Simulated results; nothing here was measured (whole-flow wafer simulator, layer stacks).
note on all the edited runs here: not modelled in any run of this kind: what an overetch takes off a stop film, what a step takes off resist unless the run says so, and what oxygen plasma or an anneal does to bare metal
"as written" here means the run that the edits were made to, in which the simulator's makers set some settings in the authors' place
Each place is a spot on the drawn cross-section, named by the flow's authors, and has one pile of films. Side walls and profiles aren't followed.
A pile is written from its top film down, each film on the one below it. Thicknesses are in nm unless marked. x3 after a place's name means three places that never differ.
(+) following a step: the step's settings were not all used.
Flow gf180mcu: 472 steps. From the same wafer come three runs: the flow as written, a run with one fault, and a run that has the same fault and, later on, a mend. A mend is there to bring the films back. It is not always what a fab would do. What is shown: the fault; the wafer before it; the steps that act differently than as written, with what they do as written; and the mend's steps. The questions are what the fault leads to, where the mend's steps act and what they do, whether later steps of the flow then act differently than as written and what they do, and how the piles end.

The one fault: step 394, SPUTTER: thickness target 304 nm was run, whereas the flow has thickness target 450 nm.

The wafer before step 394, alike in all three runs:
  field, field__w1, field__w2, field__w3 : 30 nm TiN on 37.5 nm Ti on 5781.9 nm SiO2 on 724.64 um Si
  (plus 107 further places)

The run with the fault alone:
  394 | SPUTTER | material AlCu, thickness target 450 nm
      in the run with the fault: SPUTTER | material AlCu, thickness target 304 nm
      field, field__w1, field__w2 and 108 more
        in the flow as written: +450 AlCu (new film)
        in the run with the fault: +304 AlCu (new film)
  Steps later in the flow that act otherwise than as written (1 more step, not shown, differs only slightly: by at most 2% or 0.5 nm, whichever is larger):
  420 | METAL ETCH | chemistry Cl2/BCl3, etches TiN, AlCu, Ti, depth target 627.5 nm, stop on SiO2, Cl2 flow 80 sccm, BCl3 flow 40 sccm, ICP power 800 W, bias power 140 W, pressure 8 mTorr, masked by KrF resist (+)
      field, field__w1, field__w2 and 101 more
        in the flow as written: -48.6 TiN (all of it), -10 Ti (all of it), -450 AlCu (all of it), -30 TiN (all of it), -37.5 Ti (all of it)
        in the run with the fault: -48.6 TiN (all of it), -10 Ti (all of it), -304 AlCu (all of it), -30 TiN (all of it), -37.5 Ti (all of it)
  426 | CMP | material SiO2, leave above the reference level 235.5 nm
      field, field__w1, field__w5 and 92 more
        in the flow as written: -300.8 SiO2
        in the run with the fault: -446.8 SiO2
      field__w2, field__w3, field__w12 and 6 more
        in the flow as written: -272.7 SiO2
        in the run with the fault: -425.3 SiO2
  At field__w4, field__w8, contact and 10 more, the piles at the end differ from the flow's by more than 2% or 0.5 nm, whichever is larger.
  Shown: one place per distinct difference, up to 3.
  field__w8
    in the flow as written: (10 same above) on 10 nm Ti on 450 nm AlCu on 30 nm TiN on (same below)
    in the run with the fault: (10 same above) on 10 nm Ti on 304 nm AlCu on 30 nm TiN on (same below)
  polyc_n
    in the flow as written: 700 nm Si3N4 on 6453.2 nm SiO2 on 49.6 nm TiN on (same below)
    in the run with the fault: 700 nm Si3N4 on 6307.2 nm SiO2 on 49.6 nm TiN on (same below)
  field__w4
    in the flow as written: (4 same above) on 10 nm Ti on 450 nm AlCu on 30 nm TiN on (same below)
    in the run with the fault: (4 same above) on 10 nm Ti on 304 nm AlCu on 30 nm TiN on (same below)

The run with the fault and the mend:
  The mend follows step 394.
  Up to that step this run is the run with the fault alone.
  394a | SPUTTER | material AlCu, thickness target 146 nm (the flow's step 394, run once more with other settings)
      field, field__w1, field__w2 and 108 more
        +146 AlCu
  Every later step of the flow that is run acts as written at every place that is followed.
  By the end, the piles equal the flow's at every place that both follow.
